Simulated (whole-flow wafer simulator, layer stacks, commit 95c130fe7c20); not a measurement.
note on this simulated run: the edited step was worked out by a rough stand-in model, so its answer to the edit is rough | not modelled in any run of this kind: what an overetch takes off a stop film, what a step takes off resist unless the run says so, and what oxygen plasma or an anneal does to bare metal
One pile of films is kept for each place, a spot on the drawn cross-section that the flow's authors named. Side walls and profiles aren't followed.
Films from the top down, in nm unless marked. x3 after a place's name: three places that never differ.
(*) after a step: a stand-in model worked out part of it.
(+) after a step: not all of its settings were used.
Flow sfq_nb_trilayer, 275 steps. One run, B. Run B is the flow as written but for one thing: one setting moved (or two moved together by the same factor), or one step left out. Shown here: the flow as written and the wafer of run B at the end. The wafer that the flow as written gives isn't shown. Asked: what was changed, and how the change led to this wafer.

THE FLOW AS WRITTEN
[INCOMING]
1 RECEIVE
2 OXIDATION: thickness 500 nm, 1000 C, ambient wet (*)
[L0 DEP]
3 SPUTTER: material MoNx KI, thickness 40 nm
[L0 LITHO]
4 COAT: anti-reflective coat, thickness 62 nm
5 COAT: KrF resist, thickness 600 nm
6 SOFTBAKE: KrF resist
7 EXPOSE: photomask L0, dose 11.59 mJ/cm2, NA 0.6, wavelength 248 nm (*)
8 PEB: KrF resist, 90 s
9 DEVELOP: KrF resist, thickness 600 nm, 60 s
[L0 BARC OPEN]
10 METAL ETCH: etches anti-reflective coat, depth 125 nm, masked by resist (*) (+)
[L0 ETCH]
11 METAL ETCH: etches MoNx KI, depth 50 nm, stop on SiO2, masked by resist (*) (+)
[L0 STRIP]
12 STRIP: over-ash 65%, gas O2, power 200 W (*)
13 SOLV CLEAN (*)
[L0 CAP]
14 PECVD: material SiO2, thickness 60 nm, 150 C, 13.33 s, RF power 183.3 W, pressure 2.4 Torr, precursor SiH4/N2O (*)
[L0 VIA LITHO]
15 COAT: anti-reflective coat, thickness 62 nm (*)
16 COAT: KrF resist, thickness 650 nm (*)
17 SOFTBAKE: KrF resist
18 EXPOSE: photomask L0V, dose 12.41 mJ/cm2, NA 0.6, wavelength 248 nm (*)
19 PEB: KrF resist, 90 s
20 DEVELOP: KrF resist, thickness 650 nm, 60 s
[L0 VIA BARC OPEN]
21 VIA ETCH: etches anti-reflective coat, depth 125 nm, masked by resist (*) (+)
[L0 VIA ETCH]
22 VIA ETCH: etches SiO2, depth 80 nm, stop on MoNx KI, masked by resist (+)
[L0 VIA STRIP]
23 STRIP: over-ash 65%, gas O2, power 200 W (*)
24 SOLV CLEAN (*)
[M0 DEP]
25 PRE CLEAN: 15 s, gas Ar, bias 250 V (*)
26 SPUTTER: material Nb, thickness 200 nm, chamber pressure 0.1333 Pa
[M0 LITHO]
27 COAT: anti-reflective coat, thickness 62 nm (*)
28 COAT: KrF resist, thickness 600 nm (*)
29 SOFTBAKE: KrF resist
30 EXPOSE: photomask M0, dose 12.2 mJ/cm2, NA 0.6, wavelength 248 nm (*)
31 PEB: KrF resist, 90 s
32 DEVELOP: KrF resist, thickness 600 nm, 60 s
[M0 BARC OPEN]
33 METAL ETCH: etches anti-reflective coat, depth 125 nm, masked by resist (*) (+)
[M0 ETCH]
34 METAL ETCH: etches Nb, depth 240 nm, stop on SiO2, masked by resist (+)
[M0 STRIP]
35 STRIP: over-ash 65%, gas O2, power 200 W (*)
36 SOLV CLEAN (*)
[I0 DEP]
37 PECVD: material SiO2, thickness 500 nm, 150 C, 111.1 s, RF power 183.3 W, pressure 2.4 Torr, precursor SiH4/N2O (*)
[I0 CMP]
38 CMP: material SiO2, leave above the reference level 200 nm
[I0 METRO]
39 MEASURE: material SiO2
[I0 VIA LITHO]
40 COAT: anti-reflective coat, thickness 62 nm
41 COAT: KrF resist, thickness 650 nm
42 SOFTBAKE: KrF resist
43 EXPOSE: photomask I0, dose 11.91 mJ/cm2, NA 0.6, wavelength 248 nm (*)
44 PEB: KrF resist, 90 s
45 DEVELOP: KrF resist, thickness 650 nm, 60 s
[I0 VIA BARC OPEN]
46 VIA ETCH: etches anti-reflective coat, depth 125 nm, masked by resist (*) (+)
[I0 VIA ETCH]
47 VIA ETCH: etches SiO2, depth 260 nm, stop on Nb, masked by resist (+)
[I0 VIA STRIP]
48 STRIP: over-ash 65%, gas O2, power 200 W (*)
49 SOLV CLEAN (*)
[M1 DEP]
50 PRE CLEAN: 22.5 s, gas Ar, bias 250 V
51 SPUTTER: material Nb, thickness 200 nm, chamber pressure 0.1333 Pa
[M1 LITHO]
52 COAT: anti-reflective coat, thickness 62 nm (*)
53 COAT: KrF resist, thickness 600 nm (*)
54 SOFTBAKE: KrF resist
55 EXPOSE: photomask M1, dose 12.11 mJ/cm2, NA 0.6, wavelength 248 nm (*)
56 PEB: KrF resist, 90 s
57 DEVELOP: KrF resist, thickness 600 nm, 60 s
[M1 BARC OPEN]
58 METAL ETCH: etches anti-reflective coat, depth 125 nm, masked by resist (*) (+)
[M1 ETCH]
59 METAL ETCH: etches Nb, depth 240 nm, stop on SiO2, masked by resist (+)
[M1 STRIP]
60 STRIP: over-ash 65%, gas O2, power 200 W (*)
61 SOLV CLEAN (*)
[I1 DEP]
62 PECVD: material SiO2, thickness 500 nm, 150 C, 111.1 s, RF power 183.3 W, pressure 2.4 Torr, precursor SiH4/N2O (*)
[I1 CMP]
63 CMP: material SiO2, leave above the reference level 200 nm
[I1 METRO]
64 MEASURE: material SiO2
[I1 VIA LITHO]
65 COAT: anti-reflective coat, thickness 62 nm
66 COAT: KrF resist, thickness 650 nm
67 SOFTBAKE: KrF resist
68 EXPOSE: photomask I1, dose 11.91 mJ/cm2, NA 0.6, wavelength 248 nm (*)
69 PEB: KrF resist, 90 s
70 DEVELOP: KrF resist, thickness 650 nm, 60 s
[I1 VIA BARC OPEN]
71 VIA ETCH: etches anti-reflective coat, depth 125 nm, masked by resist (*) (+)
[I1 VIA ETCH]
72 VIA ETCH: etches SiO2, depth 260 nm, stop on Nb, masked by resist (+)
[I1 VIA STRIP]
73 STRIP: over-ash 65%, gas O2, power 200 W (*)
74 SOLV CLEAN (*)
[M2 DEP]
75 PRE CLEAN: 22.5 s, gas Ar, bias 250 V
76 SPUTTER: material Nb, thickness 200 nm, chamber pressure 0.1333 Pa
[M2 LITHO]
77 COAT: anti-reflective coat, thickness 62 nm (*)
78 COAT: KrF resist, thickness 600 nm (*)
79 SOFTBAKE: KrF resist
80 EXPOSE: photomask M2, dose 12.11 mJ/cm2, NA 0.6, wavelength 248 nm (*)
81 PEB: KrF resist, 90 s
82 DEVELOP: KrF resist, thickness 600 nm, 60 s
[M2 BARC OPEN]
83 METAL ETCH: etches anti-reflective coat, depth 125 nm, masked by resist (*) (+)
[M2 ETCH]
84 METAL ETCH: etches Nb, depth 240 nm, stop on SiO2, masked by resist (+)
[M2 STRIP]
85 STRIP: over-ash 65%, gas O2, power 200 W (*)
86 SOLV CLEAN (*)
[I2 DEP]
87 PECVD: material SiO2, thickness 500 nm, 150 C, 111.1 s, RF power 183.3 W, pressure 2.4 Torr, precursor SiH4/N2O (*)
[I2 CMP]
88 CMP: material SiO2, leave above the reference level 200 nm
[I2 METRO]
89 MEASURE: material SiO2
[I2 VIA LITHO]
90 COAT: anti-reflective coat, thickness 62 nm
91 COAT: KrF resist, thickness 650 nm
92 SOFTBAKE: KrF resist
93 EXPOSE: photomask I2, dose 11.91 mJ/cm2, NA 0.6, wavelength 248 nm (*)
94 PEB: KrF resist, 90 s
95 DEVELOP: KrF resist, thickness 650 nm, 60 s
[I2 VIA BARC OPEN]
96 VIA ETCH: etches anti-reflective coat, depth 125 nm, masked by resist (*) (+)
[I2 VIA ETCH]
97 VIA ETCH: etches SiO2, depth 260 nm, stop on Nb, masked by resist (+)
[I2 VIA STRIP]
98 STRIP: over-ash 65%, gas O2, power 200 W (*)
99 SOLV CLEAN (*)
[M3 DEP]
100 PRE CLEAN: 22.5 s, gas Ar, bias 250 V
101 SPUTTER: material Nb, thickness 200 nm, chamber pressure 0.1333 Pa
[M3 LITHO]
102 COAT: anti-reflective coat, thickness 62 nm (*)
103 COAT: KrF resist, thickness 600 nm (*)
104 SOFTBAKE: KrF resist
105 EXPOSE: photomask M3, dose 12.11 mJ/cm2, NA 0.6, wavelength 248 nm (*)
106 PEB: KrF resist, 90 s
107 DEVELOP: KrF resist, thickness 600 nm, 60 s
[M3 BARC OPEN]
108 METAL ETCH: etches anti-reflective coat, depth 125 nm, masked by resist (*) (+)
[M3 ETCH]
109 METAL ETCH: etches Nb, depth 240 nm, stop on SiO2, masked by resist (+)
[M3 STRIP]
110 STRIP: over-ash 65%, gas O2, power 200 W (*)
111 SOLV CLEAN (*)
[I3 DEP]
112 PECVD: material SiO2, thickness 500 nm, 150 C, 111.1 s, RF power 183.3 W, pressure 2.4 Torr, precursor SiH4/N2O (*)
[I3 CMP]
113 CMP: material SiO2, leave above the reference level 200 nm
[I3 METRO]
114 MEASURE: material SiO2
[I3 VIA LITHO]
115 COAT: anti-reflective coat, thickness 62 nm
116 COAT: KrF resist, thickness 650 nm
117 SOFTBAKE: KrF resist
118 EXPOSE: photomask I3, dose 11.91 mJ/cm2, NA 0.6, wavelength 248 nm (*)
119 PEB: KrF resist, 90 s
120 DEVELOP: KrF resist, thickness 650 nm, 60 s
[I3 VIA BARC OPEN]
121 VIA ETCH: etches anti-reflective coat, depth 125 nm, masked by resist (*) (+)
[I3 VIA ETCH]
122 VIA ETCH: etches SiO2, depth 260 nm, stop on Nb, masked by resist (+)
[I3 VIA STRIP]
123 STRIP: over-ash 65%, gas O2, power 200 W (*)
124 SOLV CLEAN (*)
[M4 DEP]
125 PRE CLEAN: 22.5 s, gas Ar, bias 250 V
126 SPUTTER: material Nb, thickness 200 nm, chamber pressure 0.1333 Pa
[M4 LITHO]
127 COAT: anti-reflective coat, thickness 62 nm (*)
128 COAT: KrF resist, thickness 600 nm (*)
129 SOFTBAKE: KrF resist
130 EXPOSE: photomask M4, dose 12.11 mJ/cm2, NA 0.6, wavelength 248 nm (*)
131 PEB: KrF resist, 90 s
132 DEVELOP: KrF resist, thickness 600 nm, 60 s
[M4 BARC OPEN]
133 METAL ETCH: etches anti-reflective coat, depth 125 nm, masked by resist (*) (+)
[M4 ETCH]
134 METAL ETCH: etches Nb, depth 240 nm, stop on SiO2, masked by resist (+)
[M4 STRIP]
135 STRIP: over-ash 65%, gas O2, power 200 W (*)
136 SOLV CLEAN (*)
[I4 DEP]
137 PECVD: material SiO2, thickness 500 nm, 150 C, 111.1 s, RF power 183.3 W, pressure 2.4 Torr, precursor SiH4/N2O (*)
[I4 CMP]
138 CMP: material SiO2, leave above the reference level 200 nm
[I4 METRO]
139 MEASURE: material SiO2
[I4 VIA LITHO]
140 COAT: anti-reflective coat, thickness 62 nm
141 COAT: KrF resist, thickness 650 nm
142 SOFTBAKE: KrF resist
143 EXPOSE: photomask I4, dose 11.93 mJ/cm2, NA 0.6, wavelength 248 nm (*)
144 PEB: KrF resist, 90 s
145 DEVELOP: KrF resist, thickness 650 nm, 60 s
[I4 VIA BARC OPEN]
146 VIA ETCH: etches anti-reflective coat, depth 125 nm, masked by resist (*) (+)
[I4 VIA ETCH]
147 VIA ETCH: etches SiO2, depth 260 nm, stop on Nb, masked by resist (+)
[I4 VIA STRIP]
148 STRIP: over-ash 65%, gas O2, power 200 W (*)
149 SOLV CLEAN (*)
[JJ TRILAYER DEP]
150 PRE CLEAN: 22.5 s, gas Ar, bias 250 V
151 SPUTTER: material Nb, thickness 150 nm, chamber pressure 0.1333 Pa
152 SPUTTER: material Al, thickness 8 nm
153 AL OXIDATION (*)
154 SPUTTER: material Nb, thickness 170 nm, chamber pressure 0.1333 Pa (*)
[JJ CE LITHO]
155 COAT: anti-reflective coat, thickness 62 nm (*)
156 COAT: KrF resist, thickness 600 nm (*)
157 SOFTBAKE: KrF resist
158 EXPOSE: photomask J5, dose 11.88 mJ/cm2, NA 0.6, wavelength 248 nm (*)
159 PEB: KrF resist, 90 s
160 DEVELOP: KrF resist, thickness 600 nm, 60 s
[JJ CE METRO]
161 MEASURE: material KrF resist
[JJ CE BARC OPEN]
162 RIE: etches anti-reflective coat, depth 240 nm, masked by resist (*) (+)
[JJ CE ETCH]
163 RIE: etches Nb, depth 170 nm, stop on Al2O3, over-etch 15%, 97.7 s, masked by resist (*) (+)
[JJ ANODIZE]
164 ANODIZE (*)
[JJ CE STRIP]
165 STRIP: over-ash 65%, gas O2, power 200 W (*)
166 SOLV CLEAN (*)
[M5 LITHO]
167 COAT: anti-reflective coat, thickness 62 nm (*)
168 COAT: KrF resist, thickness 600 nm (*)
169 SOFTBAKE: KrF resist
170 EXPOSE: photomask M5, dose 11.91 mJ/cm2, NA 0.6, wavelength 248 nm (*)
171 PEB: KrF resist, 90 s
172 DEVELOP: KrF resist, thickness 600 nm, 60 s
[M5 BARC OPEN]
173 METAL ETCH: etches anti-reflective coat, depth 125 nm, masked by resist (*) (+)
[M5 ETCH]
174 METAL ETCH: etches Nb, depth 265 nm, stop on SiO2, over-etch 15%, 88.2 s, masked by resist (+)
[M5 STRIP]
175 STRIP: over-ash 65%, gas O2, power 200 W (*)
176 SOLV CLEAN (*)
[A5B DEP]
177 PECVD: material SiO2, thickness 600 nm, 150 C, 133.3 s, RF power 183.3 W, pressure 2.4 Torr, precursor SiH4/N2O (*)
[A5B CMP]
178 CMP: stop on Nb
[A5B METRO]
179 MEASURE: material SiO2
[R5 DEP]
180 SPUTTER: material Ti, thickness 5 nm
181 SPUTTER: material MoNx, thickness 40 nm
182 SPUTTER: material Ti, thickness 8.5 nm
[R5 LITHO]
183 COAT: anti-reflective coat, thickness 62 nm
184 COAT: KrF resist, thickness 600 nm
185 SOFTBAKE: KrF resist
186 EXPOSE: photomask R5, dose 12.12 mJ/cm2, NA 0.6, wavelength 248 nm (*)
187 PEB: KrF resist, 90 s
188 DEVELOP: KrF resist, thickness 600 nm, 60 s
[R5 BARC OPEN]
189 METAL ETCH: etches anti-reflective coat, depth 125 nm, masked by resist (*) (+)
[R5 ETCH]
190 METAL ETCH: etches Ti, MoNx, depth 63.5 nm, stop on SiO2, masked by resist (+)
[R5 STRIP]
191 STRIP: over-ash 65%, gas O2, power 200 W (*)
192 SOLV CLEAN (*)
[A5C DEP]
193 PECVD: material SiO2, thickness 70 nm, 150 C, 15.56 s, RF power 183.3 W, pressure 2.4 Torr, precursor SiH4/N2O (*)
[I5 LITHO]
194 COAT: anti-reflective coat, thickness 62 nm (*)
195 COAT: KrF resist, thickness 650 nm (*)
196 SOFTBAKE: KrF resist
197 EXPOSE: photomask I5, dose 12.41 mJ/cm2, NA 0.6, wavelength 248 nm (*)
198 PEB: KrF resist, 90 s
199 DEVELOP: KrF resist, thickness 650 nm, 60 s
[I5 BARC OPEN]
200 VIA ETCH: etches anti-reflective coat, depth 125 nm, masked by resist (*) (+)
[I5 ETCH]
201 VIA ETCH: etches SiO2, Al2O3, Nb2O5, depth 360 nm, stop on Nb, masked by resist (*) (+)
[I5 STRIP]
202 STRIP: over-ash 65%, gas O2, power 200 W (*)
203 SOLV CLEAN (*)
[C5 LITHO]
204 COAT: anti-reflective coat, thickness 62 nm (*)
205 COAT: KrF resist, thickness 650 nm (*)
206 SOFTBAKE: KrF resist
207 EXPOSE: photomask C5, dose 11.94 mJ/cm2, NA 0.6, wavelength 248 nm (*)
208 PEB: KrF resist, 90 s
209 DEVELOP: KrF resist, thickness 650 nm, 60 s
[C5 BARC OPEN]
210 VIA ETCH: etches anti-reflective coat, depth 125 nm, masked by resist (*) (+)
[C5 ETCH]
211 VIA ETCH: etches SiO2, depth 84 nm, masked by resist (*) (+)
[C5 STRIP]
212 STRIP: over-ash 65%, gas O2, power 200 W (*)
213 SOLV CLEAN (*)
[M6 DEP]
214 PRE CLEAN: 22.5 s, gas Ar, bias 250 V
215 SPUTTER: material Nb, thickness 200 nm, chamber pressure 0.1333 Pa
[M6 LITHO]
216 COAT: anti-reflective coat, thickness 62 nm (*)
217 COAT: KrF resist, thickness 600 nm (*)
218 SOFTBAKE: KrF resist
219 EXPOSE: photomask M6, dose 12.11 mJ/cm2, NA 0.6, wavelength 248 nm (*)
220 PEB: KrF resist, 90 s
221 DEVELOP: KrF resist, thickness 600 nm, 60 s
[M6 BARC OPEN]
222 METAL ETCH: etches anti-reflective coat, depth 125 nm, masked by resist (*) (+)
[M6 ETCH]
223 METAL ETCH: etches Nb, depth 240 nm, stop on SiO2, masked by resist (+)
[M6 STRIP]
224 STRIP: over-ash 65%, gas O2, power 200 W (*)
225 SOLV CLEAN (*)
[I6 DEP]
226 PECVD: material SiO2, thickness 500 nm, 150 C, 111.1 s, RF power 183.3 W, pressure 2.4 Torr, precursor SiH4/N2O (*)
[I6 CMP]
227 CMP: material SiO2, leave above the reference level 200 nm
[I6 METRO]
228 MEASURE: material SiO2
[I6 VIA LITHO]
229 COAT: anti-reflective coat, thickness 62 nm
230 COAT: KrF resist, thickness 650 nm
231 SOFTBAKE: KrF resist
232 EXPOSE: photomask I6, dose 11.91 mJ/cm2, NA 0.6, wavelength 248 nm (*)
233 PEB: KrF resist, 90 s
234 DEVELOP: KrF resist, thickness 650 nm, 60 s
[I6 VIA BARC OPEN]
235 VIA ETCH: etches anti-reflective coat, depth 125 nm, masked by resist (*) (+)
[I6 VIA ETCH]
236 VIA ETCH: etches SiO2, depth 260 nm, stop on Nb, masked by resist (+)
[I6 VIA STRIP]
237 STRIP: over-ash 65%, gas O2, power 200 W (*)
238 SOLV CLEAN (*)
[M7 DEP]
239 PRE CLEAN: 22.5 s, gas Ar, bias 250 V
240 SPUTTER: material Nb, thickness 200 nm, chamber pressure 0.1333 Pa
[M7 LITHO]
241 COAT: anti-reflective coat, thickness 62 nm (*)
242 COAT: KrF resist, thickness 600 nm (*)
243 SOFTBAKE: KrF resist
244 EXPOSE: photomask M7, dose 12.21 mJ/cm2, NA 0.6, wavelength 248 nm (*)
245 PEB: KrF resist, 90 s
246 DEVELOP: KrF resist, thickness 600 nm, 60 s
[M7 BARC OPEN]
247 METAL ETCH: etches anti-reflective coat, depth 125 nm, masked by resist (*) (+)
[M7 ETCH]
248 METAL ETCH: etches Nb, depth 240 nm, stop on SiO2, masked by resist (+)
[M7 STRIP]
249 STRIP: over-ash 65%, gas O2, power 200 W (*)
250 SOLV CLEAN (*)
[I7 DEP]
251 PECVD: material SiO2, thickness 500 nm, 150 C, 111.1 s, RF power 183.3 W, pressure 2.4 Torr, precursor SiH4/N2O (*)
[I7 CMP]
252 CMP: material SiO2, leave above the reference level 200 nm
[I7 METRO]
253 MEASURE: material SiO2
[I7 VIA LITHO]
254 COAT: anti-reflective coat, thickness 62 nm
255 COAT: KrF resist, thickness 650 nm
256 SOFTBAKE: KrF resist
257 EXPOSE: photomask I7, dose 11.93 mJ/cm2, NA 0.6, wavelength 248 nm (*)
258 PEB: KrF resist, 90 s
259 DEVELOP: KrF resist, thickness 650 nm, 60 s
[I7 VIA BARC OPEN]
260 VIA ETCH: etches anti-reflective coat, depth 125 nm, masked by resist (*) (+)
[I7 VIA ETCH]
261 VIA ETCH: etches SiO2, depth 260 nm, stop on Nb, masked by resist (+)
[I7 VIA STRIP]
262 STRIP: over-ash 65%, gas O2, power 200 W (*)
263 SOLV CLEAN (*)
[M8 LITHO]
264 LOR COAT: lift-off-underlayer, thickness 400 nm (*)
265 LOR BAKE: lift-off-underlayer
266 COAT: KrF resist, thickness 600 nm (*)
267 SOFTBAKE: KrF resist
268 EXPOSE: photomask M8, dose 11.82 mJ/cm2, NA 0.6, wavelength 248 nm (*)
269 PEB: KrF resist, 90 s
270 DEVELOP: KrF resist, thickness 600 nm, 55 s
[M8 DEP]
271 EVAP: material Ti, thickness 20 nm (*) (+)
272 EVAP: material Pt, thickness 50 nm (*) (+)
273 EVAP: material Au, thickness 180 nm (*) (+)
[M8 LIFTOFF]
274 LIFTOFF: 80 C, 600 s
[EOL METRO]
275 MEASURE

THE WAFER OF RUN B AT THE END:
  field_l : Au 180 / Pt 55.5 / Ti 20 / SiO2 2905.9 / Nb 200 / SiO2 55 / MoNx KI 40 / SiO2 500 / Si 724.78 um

The cause: step 272, EVAP: thickness 55.5 nm was run, where the flow has thickness 50 nm.
It can be read off the wafer: field_l has Pt 55.5, and step 272 as written asks for 50 nm.

How the change led to this, step by step:
  272 EVAP: material Pt, thickness 50 nm (*) (+)
      field_l, v_sur, via_wl and 103 more: Pt +55.5 (new film) (as written it would be: Pt +50 (new film))
  274 LIFTOFF: 80 C, 600 s
      p4_fl, p4_fm, p4_w1 and 71 more: Au -180 (all of it), Pt -55.5 (all of it), Ti -20 (all of it), KrF resist -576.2 (all of it), lift-off-underlayer -400 (all of it) (as written it would be: Au -180 (all of it), Pt -50 (all of it), Ti -20 (all of it), KrF resist -576.2 (all of it), lift-off-underlayer -400 (all of it))
      c5j, ce_r: Au -180 (all of it), Pt -55.5 (all of it), Ti -20 (all of it), KrF resist -573.3 (all of it), lift-off-underlayer -399.3 (all of it) (as written it would be: Au -180 (all of it), Pt -50 (all of it), Ti -20 (all of it), KrF resist -573.3 (all of it), lift-off-underlayer -399.3 (all of it))
      (and at 19 more places)
